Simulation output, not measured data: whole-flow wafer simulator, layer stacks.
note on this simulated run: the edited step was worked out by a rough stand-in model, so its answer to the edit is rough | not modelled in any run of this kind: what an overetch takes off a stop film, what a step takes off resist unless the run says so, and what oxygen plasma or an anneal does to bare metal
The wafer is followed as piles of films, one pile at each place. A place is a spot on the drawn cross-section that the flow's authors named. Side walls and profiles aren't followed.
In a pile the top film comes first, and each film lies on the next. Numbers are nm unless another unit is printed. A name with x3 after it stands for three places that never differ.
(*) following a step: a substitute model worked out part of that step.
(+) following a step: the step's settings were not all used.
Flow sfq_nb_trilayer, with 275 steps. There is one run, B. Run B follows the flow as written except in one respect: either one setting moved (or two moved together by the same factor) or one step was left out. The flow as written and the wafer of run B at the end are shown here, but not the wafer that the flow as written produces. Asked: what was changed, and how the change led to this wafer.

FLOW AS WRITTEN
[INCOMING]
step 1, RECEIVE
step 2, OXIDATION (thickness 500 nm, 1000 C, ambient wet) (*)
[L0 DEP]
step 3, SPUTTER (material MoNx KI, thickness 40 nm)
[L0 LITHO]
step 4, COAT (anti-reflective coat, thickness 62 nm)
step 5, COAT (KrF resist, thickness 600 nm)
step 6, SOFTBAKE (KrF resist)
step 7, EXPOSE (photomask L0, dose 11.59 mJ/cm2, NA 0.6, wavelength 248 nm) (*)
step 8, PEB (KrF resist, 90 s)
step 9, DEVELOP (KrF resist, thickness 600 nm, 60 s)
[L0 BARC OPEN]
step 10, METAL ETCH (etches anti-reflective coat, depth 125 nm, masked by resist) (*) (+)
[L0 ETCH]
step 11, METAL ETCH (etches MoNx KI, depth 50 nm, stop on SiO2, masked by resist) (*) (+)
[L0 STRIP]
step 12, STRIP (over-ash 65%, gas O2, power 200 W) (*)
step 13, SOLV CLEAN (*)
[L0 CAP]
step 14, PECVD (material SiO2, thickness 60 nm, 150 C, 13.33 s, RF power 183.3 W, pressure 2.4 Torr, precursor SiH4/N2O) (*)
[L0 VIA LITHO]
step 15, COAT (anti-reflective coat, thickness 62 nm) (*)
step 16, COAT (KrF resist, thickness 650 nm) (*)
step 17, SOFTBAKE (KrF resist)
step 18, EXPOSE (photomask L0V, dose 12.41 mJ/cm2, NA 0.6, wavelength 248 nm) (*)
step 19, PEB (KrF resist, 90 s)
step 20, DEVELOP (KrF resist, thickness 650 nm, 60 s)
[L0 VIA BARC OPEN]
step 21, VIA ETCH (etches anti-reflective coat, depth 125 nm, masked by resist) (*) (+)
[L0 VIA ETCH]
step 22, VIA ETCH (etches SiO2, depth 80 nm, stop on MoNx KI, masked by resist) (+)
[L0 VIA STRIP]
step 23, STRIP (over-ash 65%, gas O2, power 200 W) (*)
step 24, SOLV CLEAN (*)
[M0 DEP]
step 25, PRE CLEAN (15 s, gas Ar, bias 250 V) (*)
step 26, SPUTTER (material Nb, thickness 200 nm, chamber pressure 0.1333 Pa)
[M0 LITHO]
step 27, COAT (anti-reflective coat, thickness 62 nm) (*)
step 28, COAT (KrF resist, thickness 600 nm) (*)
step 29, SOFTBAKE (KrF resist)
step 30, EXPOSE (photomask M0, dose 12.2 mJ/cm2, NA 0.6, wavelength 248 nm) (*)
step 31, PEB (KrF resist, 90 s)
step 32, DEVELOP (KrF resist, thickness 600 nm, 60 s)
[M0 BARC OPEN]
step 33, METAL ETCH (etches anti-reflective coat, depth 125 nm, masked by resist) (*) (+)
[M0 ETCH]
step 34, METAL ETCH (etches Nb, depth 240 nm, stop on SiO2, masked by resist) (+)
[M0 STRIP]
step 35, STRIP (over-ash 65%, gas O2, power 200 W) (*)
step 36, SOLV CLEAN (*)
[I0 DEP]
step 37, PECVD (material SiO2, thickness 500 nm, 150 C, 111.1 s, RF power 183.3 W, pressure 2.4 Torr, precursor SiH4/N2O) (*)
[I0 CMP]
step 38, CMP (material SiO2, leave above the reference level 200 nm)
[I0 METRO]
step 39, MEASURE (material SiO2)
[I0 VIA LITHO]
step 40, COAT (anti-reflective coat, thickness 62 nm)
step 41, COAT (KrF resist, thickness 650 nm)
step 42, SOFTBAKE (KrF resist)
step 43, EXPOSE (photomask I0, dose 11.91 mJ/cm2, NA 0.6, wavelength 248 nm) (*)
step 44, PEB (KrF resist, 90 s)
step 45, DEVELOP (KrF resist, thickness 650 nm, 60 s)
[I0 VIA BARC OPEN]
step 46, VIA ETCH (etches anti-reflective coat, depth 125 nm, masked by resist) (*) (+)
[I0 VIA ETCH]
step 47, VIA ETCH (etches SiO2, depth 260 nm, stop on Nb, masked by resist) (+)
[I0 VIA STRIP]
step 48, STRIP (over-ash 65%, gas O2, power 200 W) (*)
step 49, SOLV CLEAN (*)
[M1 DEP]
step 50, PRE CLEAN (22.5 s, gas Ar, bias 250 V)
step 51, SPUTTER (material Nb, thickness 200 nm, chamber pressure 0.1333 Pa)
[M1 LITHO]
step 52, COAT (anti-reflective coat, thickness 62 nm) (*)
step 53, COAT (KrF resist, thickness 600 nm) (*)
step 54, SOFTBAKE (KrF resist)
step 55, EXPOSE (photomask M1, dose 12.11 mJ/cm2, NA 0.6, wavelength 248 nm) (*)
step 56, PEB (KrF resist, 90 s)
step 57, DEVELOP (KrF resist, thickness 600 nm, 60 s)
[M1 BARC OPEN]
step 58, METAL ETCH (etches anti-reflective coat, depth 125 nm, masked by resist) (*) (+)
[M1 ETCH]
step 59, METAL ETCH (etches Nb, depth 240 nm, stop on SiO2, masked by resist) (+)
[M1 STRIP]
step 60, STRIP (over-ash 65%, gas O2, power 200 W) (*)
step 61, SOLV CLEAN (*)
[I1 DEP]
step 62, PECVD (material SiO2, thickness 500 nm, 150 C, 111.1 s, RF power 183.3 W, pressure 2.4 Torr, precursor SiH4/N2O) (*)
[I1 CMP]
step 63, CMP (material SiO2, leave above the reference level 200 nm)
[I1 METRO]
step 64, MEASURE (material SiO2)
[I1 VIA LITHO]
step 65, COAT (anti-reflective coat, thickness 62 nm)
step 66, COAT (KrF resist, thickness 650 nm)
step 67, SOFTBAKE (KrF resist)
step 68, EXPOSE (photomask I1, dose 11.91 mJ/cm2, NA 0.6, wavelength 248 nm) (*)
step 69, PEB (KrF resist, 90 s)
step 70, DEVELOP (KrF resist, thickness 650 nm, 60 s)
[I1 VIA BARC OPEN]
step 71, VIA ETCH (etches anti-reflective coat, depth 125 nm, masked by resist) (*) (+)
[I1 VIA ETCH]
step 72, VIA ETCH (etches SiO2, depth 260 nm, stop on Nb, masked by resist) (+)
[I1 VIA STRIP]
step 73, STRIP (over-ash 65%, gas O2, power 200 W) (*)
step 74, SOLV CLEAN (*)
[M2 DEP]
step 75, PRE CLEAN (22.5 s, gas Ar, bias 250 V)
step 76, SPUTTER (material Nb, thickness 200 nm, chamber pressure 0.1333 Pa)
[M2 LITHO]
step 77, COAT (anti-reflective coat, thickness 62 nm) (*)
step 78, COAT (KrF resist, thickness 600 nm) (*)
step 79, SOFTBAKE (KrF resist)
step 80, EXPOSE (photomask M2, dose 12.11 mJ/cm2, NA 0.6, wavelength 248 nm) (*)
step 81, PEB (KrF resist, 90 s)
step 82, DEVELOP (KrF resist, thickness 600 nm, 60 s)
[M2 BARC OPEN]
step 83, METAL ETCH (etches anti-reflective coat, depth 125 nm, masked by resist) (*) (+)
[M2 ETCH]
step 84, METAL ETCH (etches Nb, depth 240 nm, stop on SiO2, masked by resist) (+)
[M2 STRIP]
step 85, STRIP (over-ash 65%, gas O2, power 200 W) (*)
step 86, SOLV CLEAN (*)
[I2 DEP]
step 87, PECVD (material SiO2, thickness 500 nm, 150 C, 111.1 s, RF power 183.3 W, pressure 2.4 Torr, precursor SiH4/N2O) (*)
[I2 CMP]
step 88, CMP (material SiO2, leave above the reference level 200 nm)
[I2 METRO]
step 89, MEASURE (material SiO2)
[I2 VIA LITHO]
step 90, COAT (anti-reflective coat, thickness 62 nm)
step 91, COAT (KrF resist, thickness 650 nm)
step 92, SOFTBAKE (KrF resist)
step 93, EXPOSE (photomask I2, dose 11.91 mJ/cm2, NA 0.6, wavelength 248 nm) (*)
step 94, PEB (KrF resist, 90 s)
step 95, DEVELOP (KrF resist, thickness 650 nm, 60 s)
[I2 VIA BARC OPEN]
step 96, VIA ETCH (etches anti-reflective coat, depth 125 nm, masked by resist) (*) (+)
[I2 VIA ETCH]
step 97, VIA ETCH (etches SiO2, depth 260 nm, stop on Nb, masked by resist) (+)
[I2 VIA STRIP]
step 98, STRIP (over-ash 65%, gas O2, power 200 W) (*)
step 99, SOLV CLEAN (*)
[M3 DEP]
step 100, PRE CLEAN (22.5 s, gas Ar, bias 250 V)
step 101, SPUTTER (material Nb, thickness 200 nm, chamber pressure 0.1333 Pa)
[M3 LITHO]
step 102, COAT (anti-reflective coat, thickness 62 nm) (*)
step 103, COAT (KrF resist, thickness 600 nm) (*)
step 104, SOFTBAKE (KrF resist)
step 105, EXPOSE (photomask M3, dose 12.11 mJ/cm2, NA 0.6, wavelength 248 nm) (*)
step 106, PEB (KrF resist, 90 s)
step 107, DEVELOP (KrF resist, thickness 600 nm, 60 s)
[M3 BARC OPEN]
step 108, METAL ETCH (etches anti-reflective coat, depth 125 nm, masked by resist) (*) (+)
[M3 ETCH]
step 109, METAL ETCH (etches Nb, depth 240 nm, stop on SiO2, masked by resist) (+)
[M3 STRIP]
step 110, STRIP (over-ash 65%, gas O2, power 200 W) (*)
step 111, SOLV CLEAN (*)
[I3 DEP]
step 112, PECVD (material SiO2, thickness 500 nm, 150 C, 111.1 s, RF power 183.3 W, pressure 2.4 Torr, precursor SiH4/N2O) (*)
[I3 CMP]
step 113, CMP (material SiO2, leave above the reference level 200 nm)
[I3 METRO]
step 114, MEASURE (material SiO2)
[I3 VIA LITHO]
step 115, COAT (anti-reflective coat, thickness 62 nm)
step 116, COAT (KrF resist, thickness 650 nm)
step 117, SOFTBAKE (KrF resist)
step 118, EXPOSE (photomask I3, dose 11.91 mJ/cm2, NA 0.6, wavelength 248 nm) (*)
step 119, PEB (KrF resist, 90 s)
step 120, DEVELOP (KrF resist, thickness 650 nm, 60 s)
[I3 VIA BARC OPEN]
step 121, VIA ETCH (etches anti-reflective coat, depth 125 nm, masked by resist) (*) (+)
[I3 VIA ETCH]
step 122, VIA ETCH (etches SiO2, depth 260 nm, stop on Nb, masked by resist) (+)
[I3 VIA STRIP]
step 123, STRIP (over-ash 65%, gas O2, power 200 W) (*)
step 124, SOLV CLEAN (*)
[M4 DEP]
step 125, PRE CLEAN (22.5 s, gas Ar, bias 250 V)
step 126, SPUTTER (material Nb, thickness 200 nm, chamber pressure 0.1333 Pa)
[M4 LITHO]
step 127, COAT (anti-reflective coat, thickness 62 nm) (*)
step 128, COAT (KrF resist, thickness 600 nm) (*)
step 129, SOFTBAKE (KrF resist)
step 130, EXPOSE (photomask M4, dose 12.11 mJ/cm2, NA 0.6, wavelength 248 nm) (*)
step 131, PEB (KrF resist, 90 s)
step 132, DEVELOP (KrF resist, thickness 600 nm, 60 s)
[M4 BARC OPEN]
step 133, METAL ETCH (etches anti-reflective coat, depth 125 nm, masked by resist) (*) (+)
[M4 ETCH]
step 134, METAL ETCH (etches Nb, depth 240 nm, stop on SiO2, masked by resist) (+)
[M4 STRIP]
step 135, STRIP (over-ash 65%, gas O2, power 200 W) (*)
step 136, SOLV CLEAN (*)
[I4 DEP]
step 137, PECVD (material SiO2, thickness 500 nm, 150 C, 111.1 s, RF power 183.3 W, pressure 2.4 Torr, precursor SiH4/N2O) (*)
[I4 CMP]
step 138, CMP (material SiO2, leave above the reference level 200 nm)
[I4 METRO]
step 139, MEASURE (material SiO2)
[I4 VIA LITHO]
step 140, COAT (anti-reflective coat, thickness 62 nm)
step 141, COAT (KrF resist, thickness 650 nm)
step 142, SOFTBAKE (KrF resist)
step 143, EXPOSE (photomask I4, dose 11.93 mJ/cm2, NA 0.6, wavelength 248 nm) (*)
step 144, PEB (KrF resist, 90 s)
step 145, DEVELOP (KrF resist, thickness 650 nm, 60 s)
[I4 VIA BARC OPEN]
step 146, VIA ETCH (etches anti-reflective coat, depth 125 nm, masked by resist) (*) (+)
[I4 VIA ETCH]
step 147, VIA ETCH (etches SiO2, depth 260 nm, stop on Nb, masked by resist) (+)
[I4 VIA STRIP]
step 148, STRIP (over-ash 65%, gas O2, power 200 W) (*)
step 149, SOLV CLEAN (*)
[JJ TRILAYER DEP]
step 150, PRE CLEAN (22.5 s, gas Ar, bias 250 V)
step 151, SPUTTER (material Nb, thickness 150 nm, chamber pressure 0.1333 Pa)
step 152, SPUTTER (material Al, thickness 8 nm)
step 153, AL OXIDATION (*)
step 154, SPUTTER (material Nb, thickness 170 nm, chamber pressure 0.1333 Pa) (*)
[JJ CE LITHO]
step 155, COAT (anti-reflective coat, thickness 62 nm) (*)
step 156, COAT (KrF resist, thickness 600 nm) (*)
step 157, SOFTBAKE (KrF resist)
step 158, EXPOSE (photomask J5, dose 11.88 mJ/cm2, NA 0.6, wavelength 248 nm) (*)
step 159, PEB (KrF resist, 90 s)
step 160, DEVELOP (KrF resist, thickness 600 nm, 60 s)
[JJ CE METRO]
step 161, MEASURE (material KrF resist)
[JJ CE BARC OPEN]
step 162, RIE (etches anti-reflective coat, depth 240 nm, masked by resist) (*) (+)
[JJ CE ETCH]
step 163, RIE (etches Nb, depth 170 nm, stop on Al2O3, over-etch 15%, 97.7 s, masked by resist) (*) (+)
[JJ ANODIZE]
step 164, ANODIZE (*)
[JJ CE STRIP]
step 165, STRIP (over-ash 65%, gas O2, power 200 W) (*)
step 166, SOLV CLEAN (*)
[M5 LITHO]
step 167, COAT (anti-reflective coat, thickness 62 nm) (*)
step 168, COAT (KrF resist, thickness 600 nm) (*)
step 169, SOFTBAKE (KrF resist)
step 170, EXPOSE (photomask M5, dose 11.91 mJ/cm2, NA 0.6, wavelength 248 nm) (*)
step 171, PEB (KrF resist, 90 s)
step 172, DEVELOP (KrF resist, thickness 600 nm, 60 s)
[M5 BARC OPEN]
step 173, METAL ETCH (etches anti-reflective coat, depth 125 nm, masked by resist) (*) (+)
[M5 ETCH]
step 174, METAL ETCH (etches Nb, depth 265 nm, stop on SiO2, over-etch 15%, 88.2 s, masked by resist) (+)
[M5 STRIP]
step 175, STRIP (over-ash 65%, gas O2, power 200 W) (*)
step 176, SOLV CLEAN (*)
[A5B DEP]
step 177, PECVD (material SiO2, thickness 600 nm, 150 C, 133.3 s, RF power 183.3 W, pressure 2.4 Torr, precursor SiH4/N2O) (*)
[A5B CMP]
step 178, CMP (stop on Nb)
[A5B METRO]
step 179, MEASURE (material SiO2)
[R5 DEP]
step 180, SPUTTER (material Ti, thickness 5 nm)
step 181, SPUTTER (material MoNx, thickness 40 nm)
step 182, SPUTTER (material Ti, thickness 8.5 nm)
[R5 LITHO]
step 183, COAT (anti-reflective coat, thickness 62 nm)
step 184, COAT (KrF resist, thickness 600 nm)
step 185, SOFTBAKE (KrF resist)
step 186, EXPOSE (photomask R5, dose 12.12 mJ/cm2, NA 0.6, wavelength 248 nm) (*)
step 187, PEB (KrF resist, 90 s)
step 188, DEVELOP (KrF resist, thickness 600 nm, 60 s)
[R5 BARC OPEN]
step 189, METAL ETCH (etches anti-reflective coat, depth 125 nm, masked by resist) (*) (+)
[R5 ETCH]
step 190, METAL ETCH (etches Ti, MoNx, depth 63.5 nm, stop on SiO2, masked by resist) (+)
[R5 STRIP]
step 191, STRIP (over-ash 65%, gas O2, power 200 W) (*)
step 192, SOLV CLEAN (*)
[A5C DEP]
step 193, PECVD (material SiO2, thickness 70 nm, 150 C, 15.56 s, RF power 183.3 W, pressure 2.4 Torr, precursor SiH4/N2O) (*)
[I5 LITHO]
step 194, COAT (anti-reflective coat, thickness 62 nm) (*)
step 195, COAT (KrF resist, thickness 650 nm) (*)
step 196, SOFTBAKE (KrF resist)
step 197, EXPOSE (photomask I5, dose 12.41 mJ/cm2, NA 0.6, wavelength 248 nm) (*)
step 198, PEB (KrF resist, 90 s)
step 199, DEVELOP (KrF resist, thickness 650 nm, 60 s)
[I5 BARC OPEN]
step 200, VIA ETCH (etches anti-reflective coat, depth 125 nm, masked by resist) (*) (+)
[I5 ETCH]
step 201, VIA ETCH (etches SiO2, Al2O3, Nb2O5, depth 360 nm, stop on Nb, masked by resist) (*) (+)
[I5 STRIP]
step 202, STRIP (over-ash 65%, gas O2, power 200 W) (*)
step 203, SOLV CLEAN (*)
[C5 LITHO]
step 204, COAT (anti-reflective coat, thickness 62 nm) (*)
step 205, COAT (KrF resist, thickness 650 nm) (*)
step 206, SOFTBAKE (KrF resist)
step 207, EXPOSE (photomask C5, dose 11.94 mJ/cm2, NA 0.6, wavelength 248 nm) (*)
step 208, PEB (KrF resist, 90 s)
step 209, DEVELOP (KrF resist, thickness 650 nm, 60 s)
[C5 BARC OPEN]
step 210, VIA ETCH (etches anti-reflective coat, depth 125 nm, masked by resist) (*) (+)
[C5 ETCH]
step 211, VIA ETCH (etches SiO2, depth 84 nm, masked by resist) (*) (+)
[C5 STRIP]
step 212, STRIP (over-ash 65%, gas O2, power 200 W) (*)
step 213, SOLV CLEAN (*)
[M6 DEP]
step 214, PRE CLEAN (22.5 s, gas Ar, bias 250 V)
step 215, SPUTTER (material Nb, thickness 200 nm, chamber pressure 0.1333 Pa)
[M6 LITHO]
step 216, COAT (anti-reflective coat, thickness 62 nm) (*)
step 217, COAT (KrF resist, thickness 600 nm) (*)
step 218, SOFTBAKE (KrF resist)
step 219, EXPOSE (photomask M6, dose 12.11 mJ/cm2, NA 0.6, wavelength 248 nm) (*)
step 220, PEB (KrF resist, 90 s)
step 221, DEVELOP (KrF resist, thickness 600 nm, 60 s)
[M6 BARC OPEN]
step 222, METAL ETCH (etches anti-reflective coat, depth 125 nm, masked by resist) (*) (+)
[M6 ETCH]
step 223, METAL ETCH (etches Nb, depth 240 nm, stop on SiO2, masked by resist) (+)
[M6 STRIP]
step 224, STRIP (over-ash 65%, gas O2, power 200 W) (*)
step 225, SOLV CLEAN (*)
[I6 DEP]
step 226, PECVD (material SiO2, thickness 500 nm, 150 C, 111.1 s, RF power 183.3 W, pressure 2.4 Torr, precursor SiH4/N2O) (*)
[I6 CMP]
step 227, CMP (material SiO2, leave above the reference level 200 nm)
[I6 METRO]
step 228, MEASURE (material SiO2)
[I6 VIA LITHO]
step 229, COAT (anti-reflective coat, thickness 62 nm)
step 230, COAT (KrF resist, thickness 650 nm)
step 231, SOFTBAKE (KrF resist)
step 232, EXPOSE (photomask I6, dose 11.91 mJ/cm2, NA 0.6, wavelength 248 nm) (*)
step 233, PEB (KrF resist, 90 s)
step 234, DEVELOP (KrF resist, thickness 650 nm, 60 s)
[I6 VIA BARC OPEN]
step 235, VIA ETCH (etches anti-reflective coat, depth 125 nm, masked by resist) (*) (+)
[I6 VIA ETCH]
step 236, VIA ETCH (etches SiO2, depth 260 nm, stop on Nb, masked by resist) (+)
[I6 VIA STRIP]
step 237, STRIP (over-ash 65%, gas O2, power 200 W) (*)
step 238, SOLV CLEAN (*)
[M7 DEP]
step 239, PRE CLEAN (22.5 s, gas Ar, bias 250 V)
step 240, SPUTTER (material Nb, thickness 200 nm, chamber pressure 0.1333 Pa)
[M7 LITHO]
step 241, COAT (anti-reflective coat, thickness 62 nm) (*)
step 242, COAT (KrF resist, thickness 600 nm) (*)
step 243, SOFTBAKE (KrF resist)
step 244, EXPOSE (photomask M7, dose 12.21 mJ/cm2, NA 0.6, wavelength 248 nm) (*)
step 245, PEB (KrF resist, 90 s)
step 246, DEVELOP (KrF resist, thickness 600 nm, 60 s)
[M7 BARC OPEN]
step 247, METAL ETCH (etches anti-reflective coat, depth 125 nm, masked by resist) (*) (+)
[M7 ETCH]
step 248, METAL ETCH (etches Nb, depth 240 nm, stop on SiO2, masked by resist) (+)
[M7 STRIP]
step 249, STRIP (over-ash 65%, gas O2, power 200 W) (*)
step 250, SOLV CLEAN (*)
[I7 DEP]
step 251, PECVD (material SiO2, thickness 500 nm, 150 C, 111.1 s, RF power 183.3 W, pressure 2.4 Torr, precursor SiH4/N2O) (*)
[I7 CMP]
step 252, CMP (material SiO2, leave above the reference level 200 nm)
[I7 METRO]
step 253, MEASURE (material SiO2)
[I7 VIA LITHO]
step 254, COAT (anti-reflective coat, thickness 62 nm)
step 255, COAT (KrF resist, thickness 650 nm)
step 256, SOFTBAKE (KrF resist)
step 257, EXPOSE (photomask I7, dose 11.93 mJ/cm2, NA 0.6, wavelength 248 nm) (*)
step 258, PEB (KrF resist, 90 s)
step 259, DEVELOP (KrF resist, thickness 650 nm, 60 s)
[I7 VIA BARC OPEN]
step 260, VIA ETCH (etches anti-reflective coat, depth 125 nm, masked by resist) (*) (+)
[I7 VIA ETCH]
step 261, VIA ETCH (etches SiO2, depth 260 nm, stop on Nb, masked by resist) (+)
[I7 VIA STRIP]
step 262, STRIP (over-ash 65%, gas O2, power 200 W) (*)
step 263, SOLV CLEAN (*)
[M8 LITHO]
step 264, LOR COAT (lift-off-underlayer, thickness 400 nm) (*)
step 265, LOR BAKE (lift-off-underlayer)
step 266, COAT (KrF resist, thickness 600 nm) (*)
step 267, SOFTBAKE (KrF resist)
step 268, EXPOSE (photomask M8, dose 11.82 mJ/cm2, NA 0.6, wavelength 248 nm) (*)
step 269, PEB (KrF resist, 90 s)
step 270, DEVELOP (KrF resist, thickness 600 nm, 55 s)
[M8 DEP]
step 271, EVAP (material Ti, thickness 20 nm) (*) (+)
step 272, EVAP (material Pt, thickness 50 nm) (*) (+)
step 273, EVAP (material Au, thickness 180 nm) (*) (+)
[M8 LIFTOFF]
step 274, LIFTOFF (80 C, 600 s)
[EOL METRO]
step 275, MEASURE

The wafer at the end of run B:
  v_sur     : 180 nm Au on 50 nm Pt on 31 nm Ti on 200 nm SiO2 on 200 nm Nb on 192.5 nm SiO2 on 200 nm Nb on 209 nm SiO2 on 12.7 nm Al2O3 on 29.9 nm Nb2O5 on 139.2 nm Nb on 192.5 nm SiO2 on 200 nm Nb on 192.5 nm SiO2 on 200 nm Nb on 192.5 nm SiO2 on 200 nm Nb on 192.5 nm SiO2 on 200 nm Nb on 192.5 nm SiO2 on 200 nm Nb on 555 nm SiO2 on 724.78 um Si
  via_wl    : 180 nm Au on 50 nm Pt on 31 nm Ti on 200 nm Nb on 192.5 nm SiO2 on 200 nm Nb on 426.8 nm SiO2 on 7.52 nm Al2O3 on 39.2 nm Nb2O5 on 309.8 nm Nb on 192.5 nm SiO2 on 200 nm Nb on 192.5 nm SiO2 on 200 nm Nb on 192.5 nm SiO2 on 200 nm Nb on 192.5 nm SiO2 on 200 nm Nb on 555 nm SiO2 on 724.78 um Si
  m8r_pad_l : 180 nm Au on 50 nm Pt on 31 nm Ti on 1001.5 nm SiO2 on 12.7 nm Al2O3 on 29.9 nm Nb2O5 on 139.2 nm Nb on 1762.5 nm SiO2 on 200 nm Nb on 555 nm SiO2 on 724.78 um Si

What caused this: step 271, EVAP: thickness 31 nm was run, though the flow has thickness 20 nm.
The wafer lets one read it off: v_sur has Ti 31, and step 271 as written asks for 20 nm.

Step by step, how the change led to this:
  step 271, EVAP (material Ti, thickness 20 nm) (*) (+)
      field_l, v_sur, via_wl and 103 more: +31 Ti (new film) (in the flow as written it would be: +20 Ti (new film))
  step 274, LIFTOFF (80 C, 600 s)
      p4_fl, p4_fm, p4_w1 and 71 more: -180 Au (all of it), -50 Pt (all of it), -31 Ti (all of it), -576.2 KrF resist (all of it), -400 lift-off-underlayer (all of it) (in the flow as written it would be: -180 Au (all of it), -50 Pt (all of it), -20 Ti (all of it), -576.2 KrF resist (all of it), -400 lift-off-underlayer (all of it))
      c5j, ce_r: -180 Au (all of it), -50 Pt (all of it), -31 Ti (all of it), -573.3 KrF resist (all of it), -399.3 lift-off-underlayer (all of it) (in the flow as written it would be: -180 Au (all of it), -50 Pt (all of it), -20 Ti (all of it), -573.3 KrF resist (all of it), -399.3 lift-off-underlayer (all of it))
      (also at 19 further places)
